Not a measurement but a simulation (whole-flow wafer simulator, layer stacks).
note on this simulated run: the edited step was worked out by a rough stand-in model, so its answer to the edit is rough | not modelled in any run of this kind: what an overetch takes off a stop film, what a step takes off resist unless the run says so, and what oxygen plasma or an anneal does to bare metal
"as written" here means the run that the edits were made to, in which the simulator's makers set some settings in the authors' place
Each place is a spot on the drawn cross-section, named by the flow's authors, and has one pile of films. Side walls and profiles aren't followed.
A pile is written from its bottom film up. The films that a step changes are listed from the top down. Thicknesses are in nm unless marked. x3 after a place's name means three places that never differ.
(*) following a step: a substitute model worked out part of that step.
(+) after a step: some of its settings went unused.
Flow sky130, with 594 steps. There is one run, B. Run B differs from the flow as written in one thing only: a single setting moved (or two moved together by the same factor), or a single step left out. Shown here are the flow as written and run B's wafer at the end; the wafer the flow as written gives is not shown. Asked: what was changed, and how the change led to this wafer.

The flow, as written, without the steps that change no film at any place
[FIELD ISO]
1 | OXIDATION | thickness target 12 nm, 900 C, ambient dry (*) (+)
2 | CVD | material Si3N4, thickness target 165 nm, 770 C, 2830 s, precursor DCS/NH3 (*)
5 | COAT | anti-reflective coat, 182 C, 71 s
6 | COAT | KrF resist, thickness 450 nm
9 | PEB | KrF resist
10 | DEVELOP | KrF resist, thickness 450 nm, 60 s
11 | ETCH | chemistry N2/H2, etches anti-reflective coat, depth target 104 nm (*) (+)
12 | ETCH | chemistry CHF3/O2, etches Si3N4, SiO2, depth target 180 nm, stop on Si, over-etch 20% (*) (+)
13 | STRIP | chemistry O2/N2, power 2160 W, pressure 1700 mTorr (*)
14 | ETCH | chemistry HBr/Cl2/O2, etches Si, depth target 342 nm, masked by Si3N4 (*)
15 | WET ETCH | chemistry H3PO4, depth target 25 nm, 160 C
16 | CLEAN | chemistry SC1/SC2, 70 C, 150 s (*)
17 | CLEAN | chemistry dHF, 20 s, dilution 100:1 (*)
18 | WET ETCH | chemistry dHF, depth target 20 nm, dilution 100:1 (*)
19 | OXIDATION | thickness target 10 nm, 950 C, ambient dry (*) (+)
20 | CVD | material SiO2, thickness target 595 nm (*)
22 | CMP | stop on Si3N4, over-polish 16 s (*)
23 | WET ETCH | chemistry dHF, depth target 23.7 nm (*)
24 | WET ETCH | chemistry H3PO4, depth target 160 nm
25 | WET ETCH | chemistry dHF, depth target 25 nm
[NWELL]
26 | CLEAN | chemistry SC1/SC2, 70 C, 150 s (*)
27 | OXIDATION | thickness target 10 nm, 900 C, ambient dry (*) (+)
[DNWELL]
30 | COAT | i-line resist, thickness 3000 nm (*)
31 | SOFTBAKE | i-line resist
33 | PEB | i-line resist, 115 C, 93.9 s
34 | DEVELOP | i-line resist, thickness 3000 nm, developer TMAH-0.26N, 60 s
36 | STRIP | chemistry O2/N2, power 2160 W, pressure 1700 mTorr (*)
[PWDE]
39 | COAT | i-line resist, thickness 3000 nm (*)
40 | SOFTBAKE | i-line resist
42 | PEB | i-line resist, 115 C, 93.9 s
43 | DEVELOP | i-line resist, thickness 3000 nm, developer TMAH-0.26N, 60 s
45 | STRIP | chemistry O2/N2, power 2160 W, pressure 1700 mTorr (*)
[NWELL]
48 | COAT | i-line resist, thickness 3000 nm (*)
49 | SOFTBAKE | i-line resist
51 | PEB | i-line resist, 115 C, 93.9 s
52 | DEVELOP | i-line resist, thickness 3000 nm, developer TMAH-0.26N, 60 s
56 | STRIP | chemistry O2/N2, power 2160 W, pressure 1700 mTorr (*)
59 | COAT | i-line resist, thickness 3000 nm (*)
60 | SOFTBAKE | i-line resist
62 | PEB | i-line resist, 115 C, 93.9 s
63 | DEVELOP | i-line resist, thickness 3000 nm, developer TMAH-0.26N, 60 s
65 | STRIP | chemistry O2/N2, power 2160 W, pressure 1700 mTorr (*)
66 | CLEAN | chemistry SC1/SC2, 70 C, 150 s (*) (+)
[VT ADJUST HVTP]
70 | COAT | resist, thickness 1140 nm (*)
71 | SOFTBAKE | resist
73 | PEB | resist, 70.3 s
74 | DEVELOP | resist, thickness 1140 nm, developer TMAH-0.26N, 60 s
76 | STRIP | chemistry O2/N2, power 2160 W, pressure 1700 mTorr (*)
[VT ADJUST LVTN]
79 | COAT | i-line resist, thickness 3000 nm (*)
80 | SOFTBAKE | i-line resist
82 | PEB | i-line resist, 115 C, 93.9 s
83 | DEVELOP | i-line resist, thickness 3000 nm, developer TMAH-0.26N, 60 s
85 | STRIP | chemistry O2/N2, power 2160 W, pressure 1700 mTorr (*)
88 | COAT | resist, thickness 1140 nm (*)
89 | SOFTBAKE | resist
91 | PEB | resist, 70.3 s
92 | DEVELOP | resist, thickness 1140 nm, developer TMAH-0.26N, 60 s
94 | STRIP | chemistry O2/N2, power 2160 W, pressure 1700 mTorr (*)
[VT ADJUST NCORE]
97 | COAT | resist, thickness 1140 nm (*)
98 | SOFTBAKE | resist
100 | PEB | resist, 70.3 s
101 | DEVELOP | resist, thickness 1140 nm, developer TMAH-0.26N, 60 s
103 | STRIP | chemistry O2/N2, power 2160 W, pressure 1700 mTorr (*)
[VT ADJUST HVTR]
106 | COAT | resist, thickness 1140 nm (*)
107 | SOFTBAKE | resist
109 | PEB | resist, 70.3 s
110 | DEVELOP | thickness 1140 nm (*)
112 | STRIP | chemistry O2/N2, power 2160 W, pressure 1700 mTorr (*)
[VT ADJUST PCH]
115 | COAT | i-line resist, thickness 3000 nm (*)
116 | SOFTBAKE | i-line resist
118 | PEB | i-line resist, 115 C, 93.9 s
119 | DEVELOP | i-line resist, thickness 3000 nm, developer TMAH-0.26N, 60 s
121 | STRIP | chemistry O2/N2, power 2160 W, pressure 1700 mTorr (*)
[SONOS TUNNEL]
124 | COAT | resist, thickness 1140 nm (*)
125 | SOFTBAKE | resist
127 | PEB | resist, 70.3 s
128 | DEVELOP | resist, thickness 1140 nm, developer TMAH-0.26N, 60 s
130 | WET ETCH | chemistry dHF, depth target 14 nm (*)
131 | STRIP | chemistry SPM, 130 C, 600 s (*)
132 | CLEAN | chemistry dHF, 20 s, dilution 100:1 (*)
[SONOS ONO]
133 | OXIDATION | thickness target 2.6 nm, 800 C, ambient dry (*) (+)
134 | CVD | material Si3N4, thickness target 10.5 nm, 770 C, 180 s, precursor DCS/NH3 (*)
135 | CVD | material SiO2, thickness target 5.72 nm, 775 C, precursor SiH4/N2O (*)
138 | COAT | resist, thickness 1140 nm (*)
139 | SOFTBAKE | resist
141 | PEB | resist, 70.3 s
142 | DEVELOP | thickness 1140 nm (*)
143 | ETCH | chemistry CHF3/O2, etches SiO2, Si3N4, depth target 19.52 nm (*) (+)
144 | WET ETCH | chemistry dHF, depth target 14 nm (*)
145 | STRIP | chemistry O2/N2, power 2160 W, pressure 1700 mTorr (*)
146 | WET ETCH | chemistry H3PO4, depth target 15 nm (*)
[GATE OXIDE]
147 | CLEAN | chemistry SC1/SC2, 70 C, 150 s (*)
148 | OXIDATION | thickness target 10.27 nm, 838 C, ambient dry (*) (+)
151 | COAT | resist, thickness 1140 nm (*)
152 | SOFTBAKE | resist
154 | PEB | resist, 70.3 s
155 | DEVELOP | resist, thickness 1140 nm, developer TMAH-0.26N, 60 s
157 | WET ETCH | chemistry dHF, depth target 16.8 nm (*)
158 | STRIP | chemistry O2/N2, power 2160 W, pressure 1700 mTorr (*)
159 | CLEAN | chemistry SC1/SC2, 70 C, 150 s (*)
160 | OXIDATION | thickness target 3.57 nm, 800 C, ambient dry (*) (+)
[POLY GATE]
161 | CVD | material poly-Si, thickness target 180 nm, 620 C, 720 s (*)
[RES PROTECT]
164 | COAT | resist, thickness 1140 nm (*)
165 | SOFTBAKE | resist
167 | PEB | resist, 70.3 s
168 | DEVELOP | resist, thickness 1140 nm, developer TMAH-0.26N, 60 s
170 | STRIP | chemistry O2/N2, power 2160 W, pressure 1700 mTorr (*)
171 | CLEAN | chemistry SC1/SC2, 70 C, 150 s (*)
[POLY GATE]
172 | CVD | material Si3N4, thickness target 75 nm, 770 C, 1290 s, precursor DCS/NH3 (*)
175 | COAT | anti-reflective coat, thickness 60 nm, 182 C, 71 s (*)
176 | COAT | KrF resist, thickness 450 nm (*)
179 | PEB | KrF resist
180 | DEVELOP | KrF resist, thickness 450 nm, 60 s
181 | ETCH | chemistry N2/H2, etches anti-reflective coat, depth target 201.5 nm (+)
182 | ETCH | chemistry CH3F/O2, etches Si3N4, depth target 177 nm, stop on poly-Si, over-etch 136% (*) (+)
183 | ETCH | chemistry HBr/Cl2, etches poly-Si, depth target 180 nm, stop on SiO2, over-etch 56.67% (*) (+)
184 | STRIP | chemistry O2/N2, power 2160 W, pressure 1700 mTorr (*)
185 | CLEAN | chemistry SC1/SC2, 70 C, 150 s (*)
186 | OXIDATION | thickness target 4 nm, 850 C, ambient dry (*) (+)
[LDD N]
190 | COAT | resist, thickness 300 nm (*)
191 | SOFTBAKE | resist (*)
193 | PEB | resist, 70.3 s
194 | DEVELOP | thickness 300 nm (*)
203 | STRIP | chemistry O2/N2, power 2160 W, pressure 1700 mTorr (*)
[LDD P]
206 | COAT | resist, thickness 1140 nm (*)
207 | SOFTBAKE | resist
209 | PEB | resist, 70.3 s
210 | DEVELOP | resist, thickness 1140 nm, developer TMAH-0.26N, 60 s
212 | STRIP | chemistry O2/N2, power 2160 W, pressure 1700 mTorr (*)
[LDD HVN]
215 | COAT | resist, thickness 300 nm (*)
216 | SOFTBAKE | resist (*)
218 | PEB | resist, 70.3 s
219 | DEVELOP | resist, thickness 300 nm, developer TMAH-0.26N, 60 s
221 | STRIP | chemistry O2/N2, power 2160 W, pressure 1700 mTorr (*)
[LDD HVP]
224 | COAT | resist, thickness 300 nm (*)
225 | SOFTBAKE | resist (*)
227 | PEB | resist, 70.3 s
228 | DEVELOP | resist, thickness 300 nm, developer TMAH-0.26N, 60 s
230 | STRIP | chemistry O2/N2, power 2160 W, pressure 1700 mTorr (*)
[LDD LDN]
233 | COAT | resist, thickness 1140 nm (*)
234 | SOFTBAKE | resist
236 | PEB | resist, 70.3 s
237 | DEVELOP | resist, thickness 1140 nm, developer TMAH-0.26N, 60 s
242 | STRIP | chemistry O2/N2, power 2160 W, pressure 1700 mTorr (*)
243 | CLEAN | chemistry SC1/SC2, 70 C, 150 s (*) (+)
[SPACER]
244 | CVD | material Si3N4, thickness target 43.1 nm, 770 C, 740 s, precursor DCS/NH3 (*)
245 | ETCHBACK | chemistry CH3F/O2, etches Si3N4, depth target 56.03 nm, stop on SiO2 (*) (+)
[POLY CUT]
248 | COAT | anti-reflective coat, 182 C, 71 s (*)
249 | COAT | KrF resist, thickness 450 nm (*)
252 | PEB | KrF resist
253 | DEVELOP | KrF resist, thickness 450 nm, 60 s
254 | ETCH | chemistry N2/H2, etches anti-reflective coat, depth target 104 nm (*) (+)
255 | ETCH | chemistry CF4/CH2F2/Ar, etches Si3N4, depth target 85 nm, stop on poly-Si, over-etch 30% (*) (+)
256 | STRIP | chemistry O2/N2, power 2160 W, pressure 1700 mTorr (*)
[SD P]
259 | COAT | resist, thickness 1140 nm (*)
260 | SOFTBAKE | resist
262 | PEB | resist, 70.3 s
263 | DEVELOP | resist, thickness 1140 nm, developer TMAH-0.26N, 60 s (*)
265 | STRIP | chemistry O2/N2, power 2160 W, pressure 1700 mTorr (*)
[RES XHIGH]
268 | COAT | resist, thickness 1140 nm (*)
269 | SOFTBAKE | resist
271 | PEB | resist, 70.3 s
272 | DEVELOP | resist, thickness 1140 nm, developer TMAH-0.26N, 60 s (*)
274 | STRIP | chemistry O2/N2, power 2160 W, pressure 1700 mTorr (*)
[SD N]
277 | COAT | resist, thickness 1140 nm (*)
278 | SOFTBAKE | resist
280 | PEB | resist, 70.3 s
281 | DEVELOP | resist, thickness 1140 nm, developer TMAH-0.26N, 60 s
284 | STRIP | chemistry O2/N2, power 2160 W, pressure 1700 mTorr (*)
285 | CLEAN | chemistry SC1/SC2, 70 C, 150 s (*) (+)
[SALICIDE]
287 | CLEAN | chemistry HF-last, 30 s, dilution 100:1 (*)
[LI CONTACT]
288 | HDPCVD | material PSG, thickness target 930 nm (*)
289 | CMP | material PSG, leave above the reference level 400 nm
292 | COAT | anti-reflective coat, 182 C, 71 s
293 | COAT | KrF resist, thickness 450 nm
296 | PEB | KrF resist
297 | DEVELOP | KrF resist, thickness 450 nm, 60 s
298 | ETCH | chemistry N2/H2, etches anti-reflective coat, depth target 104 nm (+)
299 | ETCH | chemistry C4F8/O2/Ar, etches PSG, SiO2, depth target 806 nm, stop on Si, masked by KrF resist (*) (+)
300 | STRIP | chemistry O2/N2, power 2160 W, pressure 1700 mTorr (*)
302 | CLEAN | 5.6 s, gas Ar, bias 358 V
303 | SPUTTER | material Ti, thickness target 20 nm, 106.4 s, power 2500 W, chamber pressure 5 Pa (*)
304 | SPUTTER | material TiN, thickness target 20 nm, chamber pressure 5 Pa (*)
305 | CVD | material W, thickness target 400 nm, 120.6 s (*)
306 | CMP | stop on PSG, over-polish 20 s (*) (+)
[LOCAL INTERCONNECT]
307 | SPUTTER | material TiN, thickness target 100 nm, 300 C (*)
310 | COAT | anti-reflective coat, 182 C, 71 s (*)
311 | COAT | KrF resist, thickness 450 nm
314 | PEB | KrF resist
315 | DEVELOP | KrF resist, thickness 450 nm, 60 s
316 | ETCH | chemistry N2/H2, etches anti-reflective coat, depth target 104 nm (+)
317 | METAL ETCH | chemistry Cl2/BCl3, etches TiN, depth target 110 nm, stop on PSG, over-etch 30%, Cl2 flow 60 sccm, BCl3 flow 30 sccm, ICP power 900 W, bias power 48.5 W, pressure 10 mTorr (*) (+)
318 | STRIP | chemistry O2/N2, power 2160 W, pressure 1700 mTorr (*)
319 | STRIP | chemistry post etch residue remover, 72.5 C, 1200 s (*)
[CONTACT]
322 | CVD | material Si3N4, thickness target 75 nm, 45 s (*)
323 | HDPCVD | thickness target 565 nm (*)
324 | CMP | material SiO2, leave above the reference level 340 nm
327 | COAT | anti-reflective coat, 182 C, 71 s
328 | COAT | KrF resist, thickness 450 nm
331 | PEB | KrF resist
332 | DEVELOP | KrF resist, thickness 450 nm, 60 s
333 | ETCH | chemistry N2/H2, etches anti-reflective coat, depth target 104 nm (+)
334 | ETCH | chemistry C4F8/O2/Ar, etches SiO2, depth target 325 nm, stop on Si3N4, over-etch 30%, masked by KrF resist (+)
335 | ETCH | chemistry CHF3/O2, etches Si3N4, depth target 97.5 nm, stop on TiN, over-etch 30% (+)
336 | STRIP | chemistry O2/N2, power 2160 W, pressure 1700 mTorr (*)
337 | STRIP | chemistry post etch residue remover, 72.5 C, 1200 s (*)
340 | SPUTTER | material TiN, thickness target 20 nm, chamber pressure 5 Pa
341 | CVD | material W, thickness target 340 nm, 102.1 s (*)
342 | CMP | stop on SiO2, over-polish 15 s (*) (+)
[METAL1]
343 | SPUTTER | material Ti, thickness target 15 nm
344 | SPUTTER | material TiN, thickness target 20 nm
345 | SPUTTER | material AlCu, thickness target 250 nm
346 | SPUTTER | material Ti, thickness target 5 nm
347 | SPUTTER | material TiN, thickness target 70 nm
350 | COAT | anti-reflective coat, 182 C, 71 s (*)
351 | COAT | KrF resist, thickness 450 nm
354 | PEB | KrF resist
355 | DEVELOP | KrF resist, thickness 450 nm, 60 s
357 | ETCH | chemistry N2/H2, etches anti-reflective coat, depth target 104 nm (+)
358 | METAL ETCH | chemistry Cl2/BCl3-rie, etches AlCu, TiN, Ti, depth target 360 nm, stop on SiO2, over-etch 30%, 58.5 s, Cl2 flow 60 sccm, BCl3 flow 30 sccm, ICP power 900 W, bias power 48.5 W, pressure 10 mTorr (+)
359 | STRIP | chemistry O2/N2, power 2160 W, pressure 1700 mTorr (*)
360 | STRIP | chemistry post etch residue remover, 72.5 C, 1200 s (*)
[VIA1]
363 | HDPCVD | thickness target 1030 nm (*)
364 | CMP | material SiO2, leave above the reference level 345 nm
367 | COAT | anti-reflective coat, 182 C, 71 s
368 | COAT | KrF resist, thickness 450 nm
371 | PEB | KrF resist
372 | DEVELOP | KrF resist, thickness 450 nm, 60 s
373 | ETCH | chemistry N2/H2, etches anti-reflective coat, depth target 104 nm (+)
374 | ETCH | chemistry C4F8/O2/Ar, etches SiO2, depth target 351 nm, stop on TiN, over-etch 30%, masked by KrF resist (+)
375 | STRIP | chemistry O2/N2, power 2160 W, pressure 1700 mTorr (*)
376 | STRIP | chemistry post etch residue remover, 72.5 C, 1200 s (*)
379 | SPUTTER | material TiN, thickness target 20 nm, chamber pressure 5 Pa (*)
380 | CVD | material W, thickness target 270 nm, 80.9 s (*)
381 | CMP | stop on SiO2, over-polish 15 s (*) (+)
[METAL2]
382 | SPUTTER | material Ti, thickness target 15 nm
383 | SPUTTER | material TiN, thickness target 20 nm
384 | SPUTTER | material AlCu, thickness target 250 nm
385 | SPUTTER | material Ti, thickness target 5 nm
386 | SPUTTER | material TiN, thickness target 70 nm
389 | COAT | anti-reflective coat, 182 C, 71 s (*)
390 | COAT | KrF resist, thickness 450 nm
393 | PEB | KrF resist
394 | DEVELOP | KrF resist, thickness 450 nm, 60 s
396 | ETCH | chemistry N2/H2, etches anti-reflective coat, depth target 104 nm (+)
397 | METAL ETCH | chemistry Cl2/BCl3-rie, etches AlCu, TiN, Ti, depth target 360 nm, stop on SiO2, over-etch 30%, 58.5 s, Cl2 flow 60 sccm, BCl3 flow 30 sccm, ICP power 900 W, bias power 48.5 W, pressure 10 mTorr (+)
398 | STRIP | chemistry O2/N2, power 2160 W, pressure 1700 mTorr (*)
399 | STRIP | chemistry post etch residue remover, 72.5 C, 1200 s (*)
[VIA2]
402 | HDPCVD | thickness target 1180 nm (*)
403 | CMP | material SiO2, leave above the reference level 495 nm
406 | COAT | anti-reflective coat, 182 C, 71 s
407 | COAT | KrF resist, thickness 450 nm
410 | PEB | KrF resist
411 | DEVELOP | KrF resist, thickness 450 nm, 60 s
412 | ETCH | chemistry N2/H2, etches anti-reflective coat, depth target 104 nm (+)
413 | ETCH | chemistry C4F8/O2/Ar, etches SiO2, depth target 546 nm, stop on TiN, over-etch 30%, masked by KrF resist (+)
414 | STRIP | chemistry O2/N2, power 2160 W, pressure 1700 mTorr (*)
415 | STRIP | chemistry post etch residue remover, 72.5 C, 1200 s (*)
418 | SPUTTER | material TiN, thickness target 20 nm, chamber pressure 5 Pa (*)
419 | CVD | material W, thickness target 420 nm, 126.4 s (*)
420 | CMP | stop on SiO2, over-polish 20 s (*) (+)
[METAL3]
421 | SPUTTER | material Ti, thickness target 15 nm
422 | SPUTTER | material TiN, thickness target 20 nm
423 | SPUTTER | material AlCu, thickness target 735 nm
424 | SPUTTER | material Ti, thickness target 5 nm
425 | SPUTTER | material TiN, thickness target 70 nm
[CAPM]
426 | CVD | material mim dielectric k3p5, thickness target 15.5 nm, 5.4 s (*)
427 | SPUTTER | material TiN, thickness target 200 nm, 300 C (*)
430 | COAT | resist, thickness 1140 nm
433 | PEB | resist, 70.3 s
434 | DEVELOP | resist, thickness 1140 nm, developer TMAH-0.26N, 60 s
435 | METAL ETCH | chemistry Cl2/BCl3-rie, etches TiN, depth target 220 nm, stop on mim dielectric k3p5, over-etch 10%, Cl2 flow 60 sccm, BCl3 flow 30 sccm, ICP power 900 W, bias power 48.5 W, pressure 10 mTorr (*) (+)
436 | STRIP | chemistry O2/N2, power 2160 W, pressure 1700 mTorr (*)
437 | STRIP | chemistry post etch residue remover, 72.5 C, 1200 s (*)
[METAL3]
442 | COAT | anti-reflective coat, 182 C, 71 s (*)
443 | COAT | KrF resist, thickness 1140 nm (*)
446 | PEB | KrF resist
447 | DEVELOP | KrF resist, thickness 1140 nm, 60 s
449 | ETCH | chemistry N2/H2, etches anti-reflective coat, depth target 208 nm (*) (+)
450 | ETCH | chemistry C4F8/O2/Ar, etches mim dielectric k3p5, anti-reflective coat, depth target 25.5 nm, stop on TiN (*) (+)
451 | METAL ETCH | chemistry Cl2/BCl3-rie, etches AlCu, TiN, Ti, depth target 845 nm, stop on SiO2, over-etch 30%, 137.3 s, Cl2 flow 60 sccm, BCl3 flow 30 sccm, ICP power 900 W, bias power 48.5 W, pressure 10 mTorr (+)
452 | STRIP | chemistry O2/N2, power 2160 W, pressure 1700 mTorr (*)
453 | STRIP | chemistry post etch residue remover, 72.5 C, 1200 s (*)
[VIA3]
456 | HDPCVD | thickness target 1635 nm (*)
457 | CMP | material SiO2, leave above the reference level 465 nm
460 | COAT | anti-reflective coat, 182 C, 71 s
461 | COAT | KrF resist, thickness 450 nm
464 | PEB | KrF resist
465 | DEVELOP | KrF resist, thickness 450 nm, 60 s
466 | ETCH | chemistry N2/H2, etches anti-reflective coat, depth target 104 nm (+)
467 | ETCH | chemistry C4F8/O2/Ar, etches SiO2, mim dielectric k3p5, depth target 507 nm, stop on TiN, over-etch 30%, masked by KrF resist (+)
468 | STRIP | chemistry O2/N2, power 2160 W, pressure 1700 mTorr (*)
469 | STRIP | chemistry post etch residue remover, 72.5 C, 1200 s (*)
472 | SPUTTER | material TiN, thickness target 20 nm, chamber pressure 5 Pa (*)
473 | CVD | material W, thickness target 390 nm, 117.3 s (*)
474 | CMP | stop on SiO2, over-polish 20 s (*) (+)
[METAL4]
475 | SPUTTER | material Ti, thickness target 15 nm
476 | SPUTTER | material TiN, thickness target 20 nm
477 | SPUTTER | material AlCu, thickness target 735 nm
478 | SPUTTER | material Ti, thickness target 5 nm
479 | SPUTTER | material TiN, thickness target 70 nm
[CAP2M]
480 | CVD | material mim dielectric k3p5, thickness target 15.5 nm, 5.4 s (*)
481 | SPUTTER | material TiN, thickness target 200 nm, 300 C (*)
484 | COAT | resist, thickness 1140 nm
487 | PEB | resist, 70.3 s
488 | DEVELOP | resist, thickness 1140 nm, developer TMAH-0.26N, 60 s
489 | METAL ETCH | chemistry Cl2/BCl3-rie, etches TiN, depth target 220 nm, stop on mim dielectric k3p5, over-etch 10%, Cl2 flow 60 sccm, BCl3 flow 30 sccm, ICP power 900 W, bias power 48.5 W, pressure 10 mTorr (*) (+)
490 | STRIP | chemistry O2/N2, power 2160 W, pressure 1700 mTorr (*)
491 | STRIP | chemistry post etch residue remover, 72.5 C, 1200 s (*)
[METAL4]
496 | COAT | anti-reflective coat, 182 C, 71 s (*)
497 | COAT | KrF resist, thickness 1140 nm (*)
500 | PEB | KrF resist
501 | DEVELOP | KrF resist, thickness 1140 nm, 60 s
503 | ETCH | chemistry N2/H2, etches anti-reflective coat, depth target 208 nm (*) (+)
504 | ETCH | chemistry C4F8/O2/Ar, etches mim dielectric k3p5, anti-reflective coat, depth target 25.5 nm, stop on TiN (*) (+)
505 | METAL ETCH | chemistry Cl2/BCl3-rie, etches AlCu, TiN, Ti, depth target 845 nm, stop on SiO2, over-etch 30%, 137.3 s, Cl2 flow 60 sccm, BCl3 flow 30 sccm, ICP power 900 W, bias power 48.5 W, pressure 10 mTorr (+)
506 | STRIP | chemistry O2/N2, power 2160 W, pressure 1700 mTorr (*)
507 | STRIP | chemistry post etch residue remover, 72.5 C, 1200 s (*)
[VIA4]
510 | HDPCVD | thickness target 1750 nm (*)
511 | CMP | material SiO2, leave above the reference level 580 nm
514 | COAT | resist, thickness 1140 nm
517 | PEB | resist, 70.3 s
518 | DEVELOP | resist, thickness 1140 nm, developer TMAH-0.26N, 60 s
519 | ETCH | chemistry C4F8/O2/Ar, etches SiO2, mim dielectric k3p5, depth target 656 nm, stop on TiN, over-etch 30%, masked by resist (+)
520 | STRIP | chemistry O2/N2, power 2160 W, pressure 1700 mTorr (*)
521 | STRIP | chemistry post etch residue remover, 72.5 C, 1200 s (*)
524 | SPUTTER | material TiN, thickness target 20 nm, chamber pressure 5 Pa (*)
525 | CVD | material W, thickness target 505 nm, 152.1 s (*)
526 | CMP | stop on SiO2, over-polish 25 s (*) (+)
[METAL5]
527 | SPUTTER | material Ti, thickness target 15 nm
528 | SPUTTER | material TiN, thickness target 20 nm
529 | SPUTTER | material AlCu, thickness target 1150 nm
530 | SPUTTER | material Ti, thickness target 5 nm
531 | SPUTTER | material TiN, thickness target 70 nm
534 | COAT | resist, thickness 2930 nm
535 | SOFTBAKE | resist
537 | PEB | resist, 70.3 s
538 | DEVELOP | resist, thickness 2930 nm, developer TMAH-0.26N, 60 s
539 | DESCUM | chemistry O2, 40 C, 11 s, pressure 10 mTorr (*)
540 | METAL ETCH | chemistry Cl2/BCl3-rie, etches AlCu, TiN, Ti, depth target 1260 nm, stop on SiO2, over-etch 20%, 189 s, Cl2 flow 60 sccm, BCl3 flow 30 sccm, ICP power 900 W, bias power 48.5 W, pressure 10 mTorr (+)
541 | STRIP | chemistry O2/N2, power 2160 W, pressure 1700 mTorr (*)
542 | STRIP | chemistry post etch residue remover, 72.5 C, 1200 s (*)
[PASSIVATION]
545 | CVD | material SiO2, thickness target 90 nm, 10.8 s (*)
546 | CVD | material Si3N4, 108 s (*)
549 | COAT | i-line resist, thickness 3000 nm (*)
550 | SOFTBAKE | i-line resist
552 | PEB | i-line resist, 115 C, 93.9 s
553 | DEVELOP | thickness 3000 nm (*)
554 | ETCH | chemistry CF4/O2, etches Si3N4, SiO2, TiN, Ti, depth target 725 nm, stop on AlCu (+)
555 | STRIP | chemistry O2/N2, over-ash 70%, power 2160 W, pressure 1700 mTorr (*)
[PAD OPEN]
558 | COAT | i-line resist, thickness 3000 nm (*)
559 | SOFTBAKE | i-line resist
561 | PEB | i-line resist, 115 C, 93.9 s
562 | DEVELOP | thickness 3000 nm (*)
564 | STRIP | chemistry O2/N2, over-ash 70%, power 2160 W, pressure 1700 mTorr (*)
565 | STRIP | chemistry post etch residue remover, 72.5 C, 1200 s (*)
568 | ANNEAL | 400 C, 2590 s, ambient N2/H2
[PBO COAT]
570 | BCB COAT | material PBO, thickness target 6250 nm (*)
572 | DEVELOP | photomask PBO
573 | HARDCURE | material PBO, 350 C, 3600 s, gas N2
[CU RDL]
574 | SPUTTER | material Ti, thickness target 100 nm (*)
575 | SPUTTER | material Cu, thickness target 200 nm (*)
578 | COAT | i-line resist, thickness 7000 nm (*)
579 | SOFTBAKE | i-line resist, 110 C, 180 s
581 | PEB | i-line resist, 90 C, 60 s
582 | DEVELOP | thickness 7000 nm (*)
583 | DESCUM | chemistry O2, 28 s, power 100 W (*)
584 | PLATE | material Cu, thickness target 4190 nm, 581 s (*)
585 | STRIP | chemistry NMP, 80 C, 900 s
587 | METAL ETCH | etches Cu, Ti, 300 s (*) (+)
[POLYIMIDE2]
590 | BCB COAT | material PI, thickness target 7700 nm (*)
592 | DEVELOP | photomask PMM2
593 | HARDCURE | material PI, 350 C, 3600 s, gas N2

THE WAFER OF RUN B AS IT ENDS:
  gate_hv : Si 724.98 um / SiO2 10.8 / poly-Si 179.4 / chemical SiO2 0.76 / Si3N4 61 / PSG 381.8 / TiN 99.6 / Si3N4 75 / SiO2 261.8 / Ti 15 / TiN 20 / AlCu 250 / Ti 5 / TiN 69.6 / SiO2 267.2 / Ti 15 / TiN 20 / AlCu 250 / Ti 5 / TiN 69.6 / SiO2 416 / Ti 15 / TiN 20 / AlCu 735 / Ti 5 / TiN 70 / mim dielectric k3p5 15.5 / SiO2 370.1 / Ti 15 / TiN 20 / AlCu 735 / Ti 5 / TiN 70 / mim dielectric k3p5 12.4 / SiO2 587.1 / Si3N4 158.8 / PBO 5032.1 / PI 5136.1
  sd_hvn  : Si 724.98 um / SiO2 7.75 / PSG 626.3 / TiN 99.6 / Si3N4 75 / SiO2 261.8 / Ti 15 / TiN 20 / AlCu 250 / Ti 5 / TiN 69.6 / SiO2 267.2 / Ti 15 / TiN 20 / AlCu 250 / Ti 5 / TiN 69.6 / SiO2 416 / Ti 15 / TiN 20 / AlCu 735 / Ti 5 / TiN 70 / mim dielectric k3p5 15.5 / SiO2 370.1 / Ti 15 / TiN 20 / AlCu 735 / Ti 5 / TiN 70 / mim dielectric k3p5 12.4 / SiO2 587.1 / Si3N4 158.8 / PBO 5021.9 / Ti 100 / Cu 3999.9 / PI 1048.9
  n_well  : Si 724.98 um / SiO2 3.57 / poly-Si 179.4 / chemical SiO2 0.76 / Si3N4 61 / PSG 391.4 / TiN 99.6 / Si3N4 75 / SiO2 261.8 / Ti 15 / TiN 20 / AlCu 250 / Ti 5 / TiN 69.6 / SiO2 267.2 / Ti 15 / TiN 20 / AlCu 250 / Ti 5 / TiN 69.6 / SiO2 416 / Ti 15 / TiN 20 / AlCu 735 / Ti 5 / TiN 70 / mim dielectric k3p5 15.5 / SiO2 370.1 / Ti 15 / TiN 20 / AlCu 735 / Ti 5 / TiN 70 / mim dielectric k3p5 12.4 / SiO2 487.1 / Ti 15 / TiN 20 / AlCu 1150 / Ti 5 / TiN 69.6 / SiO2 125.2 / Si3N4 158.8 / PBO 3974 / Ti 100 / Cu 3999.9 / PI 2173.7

Cause: step 480, CVD: thickness target 12.4 nm was run, though the flow has thickness target 15.5 nm; step 480, CVD: 4.32 s was run, where the flow has 5.4 s.
The wafer itself shows it: gate_hv has mim dielectric k3p5 12.4, and step 480 as written asks for 15.5 nm.

Step by step, how the change led to this:
  480 | CVD | material mim dielectric k3p5, thickness target 15.5 nm, 5.4 s (*)
      field, active, n_well and 189 more: +12.4 mim dielectric k3p5 (new film) (as written it would have been: +15.5 mim dielectric k3p5 (new film))
  504 | ETCH | chemistry C4F8/O2/Ar, etches mim dielectric k3p5, anti-reflective coat, depth target 25.5 nm, stop on TiN (*) (+)
      n_well, p_well, gate_hv and 102 more: -12.4 KrF resist (as written it would have been: -15.5 KrF resist)
      field, active, gate and 85 more: -12.4 mim dielectric k3p5 (all of it) (as written it would have been: -15.5 mim dielectric k3p5 (all of it))
  519 | ETCH | chemistry C4F8/O2/Ar, etches SiO2, mim dielectric k3p5, depth target 656 nm, stop on TiN, over-etch 30%, masked by resist (+)
      m1: -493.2 SiO2 (all of it), -12.4 mim dielectric k3p5 (all of it) (as written it would have been: -490.1 SiO2 (all of it), -15.5 mim dielectric k3p5 (all of it))
      via4_hole: -492.6 SiO2 (all of it), -12.4 mim dielectric k3p5 (all of it) (as written it would have been: -489.5 SiO2 (all of it), -15.5 mim dielectric k3p5 (all of it))
